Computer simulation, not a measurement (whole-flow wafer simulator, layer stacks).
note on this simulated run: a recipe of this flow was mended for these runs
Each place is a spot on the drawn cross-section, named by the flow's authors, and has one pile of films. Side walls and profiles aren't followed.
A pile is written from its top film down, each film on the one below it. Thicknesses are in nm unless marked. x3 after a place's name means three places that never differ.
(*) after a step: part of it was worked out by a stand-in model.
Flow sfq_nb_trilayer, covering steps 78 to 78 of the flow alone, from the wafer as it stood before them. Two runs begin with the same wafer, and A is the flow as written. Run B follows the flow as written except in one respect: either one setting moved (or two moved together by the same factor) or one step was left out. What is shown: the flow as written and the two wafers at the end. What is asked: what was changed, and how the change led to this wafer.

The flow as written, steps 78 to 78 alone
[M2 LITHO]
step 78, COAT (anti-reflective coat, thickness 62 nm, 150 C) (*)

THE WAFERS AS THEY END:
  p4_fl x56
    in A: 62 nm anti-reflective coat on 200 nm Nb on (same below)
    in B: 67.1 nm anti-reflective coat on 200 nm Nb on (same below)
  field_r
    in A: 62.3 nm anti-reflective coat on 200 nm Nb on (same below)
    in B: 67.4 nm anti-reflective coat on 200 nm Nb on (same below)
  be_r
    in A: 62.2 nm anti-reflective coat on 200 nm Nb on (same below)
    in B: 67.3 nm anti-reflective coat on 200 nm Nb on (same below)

Cause: step 78, COAT: thickness 67.1 nm was run, while the flow as written has thickness 62 nm.
One can read it off the wafer: p4_fl x56 has anti-reflective coat 67.1, and step 78 as written asks for 62 nm.

The path from the change to this, step by step:
  step 78, COAT (anti-reflective coat, thickness 62 nm, 150 C) (*)
      p4_fl x56, wl_j_sl x16, l0r_line_l x3, m0r_space_l x2: A +62 anti-reflective coat (new film) | B +67.1 anti-reflective coat (new film)
      field_r, lsp_l, ln_m5, lsp_m, ln_m6, lsp_r, l0_sur, l0v: A +62.3 anti-reflective coat (new film) | B +67.4 anti-reflective coat (new film)
      (and at 21 other places as well)
